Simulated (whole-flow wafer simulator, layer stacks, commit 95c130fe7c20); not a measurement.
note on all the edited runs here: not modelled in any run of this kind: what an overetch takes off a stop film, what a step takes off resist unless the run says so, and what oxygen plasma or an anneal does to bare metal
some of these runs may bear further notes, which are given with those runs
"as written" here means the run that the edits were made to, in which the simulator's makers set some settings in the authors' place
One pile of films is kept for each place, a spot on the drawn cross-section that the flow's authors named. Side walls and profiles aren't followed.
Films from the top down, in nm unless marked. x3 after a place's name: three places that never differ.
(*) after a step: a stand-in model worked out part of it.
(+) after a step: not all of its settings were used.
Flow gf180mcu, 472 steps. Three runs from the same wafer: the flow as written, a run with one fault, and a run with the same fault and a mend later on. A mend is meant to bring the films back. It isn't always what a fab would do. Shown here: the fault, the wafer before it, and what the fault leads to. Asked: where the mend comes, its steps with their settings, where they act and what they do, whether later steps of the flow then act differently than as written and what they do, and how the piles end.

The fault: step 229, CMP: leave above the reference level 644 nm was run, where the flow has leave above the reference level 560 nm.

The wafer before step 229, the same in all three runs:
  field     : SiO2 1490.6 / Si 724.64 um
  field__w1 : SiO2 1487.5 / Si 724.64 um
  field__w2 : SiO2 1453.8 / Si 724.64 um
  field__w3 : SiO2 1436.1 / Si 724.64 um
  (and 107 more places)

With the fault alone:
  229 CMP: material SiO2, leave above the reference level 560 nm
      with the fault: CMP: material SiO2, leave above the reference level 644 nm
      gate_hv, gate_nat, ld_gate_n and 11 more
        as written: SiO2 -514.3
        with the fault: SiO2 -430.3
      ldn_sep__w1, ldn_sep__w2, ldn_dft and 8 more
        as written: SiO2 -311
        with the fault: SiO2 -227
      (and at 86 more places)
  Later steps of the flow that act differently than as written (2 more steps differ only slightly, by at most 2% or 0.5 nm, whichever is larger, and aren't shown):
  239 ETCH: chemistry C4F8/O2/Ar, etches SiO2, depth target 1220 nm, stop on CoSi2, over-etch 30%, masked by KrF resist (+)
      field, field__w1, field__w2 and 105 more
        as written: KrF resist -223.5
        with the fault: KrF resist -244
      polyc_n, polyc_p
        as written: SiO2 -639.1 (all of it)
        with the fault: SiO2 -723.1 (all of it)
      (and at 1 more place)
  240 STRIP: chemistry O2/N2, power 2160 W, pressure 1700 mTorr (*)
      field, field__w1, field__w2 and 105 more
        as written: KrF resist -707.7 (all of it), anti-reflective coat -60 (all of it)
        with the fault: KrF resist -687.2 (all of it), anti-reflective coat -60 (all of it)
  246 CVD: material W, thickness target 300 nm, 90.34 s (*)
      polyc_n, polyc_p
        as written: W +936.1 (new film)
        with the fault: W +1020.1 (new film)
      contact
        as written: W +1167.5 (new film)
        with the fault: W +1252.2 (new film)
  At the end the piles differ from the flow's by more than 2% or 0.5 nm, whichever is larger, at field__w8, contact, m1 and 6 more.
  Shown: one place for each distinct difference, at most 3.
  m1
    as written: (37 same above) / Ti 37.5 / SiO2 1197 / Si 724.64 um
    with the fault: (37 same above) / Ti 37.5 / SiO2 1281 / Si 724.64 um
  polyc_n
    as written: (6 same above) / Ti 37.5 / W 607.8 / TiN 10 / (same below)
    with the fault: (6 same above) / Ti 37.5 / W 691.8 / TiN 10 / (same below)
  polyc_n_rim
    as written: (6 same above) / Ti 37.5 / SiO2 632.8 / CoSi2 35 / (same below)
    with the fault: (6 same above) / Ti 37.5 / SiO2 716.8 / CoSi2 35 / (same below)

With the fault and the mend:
  The mend comes after step 237.
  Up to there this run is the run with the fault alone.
  237a STRIP: chemistry O2/N2, power 2160 W, pressure 1700 mTorr (*)
      field, field__w1, field__w2 and 105 more
        KrF resist -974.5 (all of it), anti-reflective coat -60 (all of it)
      contact, polyc_n, polyc_p
        anti-reflective coat -60 (all of it)
  237b CMP: material SiO2, leave above the reference level 560 nm (the flow's step 229 once more)
      field, field__w1, field__w2 and 108 more
        SiO2 -84
  237c HMDS: 120 C, 60 s (the flow's step 231 once more)
      changes no film at any place that is followed
  237d COAT: anti-reflective coat, thickness 60 nm, 182 C, 71 s (the flow's step 232 once more)
      field, field__w1, field__w2 and 108 more
        anti-reflective coat +60 (new film)
  237e COAT: KrF resist, thickness 1000 nm (the flow's step 233 once more)
      field, field__w1, field__w2 and 108 more
        KrF resist +1000 (new film)
  237f SOFTBAKE: KrF resist (the flow's step 234 once more)
      changes no film at any place that is followed
  237g EXPOSE: photomask Contact (the flow's step 235 once more)
      changes no film at any place that is followed
  237h PEB: KrF resist, 135 C, 90 s (the flow's step 236 once more)
      field, field__w1, field__w2 and 108 more
        KrF resist -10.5
  237i DEVELOP: KrF resist, thickness 1000 nm, 60 s (the flow's step 237 once more)
      field, field__w1, field__w2 and 105 more
        KrF resist -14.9
      contact, polyc_n, polyc_p
        KrF resist -989.5 (all of it)
  No later step of the flow acts differently than as written at any place that is followed.
  At the end the piles are the same as the flow's at every place that both follow.
